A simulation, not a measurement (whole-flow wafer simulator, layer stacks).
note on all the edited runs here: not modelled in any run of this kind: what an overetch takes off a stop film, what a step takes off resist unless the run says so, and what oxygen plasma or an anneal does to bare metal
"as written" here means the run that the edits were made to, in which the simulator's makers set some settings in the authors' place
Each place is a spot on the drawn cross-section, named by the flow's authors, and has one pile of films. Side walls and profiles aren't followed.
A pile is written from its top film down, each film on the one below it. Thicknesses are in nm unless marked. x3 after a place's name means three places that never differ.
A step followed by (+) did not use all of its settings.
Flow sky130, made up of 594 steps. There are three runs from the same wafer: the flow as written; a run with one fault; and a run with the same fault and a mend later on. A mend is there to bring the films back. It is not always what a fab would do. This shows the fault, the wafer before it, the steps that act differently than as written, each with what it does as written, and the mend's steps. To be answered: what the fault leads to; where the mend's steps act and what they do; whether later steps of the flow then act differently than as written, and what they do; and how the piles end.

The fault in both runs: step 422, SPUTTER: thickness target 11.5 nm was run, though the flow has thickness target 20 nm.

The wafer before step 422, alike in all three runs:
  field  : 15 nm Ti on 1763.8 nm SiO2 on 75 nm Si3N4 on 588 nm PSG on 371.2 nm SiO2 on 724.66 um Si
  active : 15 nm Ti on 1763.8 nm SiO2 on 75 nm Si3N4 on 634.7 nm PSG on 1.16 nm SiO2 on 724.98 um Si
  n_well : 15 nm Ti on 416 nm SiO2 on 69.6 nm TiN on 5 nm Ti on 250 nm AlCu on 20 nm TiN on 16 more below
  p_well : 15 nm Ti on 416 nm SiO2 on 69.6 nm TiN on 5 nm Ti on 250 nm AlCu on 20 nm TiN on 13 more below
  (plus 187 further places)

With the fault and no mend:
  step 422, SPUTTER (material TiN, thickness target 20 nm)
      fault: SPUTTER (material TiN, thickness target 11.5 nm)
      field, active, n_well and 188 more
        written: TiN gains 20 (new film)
        fault: TiN gains 11.5 (new film)
  Steps further on in the flow that do not act as written (14 more steps, not shown, differ only slightly: by at most 2% or 0.5 nm, whichever is larger):
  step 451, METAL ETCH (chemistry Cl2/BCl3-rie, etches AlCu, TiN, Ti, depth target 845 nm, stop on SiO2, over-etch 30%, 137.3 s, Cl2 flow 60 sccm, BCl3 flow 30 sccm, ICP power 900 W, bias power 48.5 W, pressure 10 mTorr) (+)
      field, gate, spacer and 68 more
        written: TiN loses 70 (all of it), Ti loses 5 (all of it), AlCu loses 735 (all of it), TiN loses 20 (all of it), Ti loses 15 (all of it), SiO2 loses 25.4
        fault: TiN loses 70 (all of it), Ti loses 5 (all of it), AlCu loses 735 (all of it), TiN loses 11.5 (all of it), Ti loses 15 (all of it), SiO2 loses 26.2
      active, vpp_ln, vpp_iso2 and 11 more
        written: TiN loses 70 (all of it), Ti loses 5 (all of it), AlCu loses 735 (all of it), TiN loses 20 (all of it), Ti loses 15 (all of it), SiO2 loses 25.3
        fault: TiN loses 70 (all of it), Ti loses 5 (all of it), AlCu loses 735 (all of it), TiN loses 11.5 (all of it), Ti loses 15 (all of it), SiO2 loses 26.2
  The piles end different from the flow's at n_well, p_well, gate_hv and 104 more by more than 2% or 0.5 nm, whichever is larger.
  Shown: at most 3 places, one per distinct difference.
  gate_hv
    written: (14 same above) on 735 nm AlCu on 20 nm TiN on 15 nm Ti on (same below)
    fault: (14 same above) on 735 nm AlCu on 11.5 nm TiN on 15 nm Ti on (same below)
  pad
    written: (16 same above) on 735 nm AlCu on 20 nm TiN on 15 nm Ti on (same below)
    fault: (16 same above) on 735 nm AlCu on 11.5 nm TiN on 15 nm Ti on (same below)
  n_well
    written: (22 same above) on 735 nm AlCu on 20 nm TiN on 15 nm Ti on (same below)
    fault: (22 same above) on 735 nm AlCu on 11.5 nm TiN on 15 nm Ti on (same below)

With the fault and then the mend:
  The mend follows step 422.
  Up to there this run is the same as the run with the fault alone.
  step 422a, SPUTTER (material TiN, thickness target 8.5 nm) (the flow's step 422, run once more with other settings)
      field, active, n_well and 188 more
        TiN gains 8.5
  Later steps of the flow that are run all act as written at every place that is followed.
  By the end, the piles equal the flow's at every place that both follow.
